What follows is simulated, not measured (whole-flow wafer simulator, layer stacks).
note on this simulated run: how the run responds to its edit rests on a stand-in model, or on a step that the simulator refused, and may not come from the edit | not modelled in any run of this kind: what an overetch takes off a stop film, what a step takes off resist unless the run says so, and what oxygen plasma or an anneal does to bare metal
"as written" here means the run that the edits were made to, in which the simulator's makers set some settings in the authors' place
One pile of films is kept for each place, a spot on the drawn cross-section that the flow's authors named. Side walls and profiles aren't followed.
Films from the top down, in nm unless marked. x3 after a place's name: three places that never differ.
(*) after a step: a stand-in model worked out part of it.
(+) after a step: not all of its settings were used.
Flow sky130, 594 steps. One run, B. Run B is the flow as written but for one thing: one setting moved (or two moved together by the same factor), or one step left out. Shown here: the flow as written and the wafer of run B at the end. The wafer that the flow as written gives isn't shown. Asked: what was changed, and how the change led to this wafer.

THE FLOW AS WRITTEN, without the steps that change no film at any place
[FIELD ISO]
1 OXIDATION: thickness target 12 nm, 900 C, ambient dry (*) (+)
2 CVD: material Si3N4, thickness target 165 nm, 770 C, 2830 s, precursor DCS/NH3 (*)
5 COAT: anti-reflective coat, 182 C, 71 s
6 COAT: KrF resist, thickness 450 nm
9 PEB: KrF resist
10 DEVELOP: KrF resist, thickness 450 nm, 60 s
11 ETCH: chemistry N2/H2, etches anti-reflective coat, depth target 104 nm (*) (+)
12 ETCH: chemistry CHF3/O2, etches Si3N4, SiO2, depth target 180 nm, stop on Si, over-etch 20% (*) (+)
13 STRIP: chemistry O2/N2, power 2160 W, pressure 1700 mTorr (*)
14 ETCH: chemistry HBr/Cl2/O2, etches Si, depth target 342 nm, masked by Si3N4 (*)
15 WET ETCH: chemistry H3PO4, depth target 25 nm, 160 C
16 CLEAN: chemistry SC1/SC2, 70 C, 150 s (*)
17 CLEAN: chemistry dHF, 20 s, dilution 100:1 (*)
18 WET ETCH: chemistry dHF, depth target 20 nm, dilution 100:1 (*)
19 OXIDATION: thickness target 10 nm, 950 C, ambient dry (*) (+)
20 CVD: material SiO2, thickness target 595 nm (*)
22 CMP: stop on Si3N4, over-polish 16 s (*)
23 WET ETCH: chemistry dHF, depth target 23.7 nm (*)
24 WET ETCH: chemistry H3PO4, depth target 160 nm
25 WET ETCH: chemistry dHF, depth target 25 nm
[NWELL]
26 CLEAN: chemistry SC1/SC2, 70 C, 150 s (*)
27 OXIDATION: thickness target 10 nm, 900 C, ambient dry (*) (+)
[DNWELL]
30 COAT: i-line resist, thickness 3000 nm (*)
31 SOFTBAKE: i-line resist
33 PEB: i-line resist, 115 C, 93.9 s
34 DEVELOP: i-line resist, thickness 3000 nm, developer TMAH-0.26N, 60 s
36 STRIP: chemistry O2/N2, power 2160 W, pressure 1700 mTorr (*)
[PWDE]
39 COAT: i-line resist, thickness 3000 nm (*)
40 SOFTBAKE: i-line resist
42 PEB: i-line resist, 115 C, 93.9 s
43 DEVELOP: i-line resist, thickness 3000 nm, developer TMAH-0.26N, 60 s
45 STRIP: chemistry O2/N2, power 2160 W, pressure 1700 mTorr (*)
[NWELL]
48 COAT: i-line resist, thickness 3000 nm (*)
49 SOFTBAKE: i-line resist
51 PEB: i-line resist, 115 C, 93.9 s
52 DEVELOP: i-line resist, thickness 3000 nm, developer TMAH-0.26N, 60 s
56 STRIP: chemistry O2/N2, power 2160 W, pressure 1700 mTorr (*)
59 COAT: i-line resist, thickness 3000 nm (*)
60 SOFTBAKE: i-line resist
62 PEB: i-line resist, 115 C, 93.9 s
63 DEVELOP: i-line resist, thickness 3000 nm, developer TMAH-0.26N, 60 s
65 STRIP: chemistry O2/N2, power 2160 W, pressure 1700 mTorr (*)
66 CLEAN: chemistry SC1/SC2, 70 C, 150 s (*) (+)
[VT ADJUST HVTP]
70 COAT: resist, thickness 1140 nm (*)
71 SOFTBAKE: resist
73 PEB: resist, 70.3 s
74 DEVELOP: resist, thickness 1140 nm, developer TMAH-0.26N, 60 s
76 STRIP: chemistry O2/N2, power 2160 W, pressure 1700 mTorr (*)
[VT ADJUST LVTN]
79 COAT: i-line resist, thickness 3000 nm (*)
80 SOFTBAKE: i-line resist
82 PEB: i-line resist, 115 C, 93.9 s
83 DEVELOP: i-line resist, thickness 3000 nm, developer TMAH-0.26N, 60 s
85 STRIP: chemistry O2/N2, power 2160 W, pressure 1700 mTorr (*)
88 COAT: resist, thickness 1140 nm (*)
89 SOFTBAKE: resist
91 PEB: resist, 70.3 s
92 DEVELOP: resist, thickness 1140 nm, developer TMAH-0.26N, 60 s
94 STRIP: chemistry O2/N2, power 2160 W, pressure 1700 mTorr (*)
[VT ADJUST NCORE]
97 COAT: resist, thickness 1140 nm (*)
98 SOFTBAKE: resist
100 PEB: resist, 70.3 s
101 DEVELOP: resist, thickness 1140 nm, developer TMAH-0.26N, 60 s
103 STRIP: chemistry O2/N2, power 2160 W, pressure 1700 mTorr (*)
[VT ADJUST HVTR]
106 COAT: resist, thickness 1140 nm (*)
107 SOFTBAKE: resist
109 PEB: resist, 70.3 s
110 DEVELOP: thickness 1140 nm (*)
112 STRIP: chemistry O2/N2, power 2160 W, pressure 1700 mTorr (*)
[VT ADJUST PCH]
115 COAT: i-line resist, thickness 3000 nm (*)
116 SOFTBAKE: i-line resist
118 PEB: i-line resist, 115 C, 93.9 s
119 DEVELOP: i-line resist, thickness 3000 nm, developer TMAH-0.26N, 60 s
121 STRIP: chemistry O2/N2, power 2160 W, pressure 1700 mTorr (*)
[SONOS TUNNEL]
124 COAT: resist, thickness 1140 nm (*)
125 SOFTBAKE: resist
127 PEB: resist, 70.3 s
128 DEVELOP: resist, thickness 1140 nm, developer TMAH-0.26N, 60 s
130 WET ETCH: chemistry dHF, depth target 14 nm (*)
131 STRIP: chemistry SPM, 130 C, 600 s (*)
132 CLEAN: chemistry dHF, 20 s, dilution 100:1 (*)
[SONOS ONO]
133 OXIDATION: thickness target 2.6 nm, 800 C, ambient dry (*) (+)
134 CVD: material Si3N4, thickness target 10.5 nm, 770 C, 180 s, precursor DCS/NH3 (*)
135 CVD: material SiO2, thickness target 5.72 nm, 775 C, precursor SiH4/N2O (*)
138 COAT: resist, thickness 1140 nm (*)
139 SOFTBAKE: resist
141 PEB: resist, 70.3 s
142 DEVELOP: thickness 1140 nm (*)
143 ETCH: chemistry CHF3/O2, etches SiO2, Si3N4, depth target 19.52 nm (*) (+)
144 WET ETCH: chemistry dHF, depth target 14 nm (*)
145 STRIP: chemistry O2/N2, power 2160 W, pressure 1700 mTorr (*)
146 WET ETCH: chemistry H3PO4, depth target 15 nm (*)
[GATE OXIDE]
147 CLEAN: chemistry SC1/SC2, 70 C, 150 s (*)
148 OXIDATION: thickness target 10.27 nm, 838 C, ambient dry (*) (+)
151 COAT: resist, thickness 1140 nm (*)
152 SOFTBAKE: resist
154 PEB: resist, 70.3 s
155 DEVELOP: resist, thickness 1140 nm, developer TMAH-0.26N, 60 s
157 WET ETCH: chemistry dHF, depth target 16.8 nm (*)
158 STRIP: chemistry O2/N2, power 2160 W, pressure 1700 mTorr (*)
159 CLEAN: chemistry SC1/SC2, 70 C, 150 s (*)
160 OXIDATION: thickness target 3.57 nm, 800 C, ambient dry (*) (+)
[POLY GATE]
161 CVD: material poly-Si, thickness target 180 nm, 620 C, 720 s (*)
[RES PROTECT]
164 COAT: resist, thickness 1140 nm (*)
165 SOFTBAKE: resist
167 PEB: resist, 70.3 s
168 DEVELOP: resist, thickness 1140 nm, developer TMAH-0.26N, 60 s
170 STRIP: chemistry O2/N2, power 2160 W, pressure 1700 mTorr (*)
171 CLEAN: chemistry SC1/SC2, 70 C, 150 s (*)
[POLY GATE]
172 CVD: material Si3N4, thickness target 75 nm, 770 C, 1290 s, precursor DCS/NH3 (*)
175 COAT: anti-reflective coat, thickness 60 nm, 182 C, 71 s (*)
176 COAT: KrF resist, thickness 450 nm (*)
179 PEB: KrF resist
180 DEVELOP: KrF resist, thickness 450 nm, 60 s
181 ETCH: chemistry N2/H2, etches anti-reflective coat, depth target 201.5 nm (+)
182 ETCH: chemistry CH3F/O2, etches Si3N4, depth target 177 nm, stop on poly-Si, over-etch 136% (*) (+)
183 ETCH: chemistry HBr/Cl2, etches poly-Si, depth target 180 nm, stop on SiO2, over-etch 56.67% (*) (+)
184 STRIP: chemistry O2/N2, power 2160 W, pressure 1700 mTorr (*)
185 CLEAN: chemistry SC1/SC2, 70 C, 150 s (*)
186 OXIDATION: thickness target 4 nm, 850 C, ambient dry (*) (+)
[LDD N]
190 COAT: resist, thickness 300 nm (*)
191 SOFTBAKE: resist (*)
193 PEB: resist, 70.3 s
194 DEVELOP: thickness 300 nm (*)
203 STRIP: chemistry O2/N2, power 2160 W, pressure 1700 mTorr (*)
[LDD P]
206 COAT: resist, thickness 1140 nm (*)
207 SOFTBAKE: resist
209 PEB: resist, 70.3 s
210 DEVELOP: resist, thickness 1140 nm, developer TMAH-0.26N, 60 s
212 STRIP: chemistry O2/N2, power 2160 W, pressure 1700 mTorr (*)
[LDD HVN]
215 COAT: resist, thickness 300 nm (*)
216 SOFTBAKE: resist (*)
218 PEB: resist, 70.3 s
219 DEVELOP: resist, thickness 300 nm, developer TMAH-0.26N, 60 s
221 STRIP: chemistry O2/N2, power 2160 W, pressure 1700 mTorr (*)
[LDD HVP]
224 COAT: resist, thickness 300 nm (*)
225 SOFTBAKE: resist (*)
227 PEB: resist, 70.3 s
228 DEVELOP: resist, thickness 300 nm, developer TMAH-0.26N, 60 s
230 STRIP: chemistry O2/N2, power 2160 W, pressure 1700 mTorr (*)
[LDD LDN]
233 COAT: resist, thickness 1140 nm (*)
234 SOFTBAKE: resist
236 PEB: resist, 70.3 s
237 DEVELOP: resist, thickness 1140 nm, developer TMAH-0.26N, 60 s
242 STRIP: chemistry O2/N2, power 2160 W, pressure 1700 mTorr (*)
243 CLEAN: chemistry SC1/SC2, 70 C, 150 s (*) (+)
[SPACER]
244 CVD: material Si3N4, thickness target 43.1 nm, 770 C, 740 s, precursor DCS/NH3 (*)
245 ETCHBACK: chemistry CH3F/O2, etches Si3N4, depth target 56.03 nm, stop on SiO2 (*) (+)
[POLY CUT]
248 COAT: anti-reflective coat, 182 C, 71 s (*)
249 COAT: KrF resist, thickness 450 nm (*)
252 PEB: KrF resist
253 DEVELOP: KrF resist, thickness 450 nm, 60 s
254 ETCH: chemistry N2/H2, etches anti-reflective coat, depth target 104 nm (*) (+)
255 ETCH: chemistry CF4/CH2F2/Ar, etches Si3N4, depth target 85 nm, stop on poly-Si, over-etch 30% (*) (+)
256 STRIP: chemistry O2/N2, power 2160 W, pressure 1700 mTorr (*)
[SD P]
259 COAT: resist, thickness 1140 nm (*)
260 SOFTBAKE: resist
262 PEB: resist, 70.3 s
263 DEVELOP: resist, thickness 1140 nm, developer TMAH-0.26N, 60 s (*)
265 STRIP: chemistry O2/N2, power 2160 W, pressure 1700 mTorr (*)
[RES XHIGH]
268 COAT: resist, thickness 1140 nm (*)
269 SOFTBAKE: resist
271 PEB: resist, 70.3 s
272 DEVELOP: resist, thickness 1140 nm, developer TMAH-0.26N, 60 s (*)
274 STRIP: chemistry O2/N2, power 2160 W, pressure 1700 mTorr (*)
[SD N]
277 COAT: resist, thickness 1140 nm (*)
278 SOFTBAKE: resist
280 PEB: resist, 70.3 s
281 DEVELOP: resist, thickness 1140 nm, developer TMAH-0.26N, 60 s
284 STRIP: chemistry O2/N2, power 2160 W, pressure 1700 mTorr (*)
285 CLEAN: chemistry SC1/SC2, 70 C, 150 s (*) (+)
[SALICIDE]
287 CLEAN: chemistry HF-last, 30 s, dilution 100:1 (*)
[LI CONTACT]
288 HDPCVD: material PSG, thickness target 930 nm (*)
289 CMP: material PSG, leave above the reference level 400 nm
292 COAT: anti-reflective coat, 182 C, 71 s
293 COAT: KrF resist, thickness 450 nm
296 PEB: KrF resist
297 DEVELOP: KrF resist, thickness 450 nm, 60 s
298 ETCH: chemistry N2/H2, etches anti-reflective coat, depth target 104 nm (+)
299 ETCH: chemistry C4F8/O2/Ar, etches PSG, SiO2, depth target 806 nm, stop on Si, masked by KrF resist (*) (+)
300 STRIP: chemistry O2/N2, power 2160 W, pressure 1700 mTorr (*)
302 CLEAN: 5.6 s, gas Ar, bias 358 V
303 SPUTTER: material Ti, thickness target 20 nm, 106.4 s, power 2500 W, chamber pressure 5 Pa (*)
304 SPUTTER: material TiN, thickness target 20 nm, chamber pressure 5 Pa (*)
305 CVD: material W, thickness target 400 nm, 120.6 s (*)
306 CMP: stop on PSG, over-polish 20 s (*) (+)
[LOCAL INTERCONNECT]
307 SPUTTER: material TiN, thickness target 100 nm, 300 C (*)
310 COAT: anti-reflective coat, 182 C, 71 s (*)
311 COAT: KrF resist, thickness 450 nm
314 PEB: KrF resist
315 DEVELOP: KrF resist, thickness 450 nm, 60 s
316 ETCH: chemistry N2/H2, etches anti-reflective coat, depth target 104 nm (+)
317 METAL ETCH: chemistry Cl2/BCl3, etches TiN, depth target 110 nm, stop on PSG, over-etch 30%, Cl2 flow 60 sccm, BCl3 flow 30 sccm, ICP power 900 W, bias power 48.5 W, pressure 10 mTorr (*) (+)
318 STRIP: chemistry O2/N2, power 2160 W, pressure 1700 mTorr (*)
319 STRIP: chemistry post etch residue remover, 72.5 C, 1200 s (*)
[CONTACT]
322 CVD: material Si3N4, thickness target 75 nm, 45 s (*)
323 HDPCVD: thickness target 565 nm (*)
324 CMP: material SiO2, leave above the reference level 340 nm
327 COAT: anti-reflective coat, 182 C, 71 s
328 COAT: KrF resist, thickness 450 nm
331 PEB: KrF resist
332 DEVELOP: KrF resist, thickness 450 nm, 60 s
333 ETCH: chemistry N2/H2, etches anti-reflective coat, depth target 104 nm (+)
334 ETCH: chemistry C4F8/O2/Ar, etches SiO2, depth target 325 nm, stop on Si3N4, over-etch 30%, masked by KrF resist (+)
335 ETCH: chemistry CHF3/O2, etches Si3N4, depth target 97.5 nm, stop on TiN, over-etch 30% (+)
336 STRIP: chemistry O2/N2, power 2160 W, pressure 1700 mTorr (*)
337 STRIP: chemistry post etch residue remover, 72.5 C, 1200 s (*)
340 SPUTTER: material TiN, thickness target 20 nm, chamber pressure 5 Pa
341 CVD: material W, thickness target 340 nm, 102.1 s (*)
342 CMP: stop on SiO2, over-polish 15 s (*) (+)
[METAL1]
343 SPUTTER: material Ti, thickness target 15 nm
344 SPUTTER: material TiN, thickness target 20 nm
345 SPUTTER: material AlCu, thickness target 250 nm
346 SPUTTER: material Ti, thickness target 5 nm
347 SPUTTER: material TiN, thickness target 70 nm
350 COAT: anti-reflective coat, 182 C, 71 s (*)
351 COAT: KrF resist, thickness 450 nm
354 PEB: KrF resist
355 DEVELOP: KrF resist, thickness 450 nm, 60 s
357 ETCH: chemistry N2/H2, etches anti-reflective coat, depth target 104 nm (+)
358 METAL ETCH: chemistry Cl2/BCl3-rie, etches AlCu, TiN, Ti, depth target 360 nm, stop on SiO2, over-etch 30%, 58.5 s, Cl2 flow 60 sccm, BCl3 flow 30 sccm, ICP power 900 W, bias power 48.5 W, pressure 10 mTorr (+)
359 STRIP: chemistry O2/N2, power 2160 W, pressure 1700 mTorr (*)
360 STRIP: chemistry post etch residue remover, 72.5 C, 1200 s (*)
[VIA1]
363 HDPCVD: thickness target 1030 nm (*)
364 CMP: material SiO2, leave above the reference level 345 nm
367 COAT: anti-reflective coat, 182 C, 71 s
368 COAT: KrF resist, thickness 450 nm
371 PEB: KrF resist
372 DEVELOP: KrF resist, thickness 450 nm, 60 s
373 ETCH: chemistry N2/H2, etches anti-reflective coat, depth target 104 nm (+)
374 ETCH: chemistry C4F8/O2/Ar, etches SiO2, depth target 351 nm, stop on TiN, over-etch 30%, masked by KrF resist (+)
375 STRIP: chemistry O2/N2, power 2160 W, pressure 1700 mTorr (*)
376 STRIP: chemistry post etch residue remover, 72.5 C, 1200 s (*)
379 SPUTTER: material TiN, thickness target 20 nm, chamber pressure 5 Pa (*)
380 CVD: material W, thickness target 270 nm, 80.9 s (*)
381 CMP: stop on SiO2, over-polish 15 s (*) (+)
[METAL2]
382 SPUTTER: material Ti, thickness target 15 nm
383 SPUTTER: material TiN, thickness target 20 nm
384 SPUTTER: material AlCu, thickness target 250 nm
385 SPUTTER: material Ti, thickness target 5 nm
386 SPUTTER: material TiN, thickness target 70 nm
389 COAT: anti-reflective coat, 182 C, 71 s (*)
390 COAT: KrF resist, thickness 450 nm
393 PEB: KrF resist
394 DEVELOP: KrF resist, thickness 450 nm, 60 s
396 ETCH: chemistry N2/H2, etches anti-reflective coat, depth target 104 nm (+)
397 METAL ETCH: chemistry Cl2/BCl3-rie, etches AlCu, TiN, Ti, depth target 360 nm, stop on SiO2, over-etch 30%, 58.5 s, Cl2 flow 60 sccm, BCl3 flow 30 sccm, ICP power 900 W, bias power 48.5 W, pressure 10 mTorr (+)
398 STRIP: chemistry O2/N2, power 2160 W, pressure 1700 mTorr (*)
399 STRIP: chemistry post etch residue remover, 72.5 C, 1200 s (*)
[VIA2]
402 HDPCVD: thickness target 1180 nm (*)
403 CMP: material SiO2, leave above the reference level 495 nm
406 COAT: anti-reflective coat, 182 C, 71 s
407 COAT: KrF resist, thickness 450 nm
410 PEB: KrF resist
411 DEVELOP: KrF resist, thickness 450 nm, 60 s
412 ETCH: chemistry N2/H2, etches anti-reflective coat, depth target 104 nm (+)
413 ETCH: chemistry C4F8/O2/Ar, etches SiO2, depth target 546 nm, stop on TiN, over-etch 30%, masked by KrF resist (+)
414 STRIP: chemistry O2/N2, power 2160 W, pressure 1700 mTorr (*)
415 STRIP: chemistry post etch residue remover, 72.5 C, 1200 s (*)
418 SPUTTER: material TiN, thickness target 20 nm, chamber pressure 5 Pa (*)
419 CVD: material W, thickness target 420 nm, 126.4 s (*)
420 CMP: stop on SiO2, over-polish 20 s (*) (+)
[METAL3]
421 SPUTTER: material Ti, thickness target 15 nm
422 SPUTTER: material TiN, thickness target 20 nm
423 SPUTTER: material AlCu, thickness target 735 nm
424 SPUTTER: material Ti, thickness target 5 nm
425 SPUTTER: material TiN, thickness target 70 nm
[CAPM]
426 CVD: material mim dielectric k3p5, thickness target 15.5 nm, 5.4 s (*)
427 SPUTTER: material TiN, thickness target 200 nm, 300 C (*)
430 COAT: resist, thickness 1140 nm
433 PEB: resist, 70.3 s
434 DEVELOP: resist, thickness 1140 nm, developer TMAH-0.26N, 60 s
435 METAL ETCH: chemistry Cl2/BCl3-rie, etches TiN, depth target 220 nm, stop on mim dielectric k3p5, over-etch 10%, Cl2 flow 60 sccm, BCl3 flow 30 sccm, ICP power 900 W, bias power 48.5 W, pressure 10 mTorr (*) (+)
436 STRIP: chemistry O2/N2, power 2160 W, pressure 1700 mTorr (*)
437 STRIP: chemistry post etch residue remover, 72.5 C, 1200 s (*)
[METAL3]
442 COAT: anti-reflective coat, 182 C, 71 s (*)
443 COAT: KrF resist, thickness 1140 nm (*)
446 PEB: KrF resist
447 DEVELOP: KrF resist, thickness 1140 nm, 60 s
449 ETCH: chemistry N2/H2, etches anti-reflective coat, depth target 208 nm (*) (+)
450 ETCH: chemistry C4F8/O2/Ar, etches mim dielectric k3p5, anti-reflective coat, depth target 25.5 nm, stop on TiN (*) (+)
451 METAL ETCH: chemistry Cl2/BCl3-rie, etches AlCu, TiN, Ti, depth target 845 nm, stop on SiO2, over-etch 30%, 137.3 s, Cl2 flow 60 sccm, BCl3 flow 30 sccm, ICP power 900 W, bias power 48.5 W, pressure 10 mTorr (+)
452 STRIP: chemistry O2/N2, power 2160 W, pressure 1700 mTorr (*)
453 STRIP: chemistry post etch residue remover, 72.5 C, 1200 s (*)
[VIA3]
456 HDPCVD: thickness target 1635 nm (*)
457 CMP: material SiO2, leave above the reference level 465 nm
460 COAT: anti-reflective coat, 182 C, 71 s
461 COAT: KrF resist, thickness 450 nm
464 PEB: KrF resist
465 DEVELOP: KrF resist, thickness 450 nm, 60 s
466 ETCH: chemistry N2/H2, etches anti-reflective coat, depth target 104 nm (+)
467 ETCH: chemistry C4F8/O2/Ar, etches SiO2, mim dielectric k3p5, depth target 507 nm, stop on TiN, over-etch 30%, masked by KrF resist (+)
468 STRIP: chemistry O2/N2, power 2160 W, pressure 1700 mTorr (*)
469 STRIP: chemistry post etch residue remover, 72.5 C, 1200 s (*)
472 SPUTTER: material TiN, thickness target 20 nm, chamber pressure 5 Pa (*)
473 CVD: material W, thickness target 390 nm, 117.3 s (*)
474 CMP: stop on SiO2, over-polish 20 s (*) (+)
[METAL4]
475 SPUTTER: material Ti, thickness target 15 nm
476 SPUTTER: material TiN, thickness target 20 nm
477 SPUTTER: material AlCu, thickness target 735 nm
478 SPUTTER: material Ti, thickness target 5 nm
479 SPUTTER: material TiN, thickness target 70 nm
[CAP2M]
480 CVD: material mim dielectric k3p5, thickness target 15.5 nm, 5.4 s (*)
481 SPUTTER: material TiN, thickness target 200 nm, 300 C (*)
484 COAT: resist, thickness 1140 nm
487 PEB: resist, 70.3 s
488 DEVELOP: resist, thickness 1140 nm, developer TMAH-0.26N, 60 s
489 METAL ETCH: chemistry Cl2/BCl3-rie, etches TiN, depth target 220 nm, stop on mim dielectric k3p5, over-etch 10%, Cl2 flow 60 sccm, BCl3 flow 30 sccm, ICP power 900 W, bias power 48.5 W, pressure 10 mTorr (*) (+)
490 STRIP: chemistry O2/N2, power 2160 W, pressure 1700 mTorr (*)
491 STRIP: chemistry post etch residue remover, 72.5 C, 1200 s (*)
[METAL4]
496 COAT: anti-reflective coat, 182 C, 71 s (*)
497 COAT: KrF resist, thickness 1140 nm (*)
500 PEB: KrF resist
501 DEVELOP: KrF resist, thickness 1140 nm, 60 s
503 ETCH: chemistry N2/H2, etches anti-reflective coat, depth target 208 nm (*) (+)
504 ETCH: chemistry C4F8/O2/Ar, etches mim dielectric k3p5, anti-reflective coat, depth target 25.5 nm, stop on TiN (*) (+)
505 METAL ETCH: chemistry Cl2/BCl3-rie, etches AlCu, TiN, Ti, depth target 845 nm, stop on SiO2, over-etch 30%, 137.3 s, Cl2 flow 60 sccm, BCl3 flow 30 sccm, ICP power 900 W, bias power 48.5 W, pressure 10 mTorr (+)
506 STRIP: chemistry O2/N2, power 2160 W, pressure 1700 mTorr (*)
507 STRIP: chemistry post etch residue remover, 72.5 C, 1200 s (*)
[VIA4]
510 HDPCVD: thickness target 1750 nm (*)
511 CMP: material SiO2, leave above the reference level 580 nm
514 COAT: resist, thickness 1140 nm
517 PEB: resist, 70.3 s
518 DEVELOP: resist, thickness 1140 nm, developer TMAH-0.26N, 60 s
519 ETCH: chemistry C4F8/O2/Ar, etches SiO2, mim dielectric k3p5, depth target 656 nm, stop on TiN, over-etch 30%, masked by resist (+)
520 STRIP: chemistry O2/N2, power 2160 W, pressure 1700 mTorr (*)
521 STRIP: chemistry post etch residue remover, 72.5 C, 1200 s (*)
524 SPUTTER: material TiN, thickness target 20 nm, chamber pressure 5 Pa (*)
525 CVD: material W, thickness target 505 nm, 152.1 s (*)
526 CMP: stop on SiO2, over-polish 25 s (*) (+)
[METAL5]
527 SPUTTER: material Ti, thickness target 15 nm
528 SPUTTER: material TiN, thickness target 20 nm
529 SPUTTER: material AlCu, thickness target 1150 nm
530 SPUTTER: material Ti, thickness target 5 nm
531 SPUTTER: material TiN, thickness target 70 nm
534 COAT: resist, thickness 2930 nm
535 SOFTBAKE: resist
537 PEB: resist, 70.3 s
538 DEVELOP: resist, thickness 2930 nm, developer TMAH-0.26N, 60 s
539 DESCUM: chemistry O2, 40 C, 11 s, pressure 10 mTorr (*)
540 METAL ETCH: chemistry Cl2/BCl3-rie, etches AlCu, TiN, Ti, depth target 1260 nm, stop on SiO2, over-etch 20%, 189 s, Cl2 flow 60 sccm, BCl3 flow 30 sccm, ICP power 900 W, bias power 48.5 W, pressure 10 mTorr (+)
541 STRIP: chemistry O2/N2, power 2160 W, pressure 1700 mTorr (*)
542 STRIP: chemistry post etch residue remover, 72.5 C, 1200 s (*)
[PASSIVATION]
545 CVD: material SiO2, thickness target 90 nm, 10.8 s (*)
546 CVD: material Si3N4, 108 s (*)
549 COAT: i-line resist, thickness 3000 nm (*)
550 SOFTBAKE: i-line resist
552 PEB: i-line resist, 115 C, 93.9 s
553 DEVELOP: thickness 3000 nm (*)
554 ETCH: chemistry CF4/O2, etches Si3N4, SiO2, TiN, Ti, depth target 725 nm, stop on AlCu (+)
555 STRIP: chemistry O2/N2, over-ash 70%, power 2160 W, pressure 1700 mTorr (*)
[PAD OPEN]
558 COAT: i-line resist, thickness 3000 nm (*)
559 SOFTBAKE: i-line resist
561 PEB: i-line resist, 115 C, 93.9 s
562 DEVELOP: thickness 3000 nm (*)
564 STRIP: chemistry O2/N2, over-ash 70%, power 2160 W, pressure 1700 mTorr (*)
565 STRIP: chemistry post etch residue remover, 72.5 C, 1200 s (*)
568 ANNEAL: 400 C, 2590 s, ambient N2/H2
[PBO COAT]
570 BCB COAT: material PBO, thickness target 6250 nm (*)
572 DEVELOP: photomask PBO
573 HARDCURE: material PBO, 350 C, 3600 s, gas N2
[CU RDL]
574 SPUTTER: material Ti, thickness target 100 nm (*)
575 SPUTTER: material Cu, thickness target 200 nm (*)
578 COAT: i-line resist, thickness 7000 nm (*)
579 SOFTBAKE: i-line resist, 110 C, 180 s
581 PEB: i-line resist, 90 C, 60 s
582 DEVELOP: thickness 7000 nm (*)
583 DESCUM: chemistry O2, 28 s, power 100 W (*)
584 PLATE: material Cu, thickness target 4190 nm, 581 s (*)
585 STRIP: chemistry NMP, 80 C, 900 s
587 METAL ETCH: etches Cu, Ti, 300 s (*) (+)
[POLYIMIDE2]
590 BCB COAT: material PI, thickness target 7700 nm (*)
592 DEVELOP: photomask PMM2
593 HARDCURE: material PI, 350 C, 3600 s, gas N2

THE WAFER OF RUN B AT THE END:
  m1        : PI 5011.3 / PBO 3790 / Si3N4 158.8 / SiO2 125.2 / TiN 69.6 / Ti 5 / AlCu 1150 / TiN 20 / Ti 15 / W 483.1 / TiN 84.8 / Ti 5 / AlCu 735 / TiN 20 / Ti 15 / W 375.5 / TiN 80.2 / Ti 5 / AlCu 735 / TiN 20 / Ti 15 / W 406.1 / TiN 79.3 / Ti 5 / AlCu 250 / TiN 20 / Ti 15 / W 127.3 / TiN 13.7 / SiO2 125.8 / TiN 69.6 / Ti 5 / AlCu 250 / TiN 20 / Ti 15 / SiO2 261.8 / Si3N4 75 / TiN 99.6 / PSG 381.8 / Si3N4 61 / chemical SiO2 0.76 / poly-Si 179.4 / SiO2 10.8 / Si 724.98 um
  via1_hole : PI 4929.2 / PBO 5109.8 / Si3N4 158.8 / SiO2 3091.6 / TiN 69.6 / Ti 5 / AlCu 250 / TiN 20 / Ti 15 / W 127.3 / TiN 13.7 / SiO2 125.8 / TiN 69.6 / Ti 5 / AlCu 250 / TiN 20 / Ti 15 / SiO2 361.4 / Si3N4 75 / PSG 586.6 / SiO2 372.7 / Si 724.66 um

The cause: step 374, ETCH: depth target 144 nm was run, where the flow has depth target 351 nm.

How the change led to this, step by step:
  374 ETCH: chemistry C4F8/O2/Ar, etches SiO2, depth target 351 nm, stop on TiN, over-etch 30%, masked by KrF resist (+)
      m1, via1_hole: SiO2 -144 (as written it would be: SiO2 -269.8 (all of it))
      field, active, n_well and 186 more: KrF resist -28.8 (as written it would be: KrF resist -70.1)
  375 STRIP: chemistry O2/N2, power 2160 W, pressure 1700 mTorr (*)
      field, active, n_well and 186 more: KrF resist -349 (all of it), anti-reflective coat -80 (all of it) (as written it would be: KrF resist -307.7 (all of it), anti-reflective coat -80 (all of it))
  379 SPUTTER: material TiN, thickness target 20 nm, chamber pressure 5 Pa (*)
      m1: TiN +13.7 (new film) (as written it would be: TiN +11)
      via1_hole: TiN +13.7 (new film) (as written it would be: TiN +10.9)
  380 CVD: material W, thickness target 270 nm, 80.9 s (*)
      m1, via1_hole: W +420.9 (new film) (as written it would be: W +549.9 (new film))
Counting metal films that touch as one body, m1 has 3 bodies (between them, from the top down: SiO2 125.8; SiO2 261.8 / Si3N4 75); the flow as written gives 2 bodies (between them, from the top down: SiO2 261.8 / Si3N4 75).
Counting metal films that touch as one body, via1_hole has 2 bodies (between them, from the top down: SiO2 125.8); the flow as written gives 1 body.
